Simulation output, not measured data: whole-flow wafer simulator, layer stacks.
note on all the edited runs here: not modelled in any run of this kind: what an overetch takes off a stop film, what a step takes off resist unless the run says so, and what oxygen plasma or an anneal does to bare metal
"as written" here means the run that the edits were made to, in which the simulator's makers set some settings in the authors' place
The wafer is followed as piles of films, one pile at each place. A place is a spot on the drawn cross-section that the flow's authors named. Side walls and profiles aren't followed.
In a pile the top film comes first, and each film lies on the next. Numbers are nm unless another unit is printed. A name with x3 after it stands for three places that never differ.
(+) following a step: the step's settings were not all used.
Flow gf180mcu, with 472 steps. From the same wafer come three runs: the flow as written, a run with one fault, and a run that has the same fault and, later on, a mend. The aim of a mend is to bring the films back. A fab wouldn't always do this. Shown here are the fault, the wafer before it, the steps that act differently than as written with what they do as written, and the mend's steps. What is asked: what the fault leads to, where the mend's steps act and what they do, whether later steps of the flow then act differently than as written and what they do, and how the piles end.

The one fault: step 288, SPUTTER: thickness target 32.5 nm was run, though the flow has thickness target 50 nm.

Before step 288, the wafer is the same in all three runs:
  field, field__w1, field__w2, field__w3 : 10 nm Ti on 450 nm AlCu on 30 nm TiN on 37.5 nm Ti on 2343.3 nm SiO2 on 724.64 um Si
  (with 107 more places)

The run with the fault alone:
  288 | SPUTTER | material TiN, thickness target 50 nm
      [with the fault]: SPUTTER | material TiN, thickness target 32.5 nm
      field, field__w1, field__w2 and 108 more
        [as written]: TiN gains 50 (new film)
        [with the fault]: TiN gains 32.5 (new film)
  Steps further on in the flow that do not act as written (4 other steps are not shown; they differ only slightly, by no more than 2% or 0.5 nm, whichever is larger):
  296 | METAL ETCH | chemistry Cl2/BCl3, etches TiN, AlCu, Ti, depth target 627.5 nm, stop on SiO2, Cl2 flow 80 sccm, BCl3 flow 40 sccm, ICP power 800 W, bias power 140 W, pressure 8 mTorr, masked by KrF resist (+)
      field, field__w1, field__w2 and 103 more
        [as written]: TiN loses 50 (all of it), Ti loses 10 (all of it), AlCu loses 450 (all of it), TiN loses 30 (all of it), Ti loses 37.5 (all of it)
        [with the fault]: TiN loses 32.5 (all of it), Ti loses 10 (all of it), AlCu loses 450 (all of it), TiN loses 30 (all of it), Ti loses 37.5 (all of it)
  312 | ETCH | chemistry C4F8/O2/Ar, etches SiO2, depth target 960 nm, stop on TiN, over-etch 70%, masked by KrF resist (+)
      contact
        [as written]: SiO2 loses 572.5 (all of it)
        [with the fault]: SiO2 loses 590 (all of it)
  The piles end different from the flow's at field__w8, contact, m1, m1__w1, m1_nw by more than 2% or 0.5 nm, whichever is larger.
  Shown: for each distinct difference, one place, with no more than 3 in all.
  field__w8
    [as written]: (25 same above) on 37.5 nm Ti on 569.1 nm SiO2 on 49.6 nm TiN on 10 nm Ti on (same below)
    [with the fault]: (25 same above) on 37.5 nm Ti on 586.6 nm SiO2 on 32.1 nm TiN on 10 nm Ti on (same below)
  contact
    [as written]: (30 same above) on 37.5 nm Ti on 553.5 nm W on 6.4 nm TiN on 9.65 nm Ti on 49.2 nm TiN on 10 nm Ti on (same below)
    [with the fault]: (30 same above) on 37.5 nm Ti on 571.2 nm W on 6.34 nm TiN on 9.55 nm Ti on 31.7 nm TiN on 10 nm Ti on (same below)

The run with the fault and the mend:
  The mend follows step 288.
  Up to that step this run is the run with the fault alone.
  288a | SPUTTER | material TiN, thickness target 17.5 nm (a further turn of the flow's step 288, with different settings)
      field, field__w1, field__w2 and 108 more
        TiN gains 17.5
  None of the later steps of the flow acts differently than as written at any place that is followed.
  At every place that both follow, the piles at the end match the flow's.
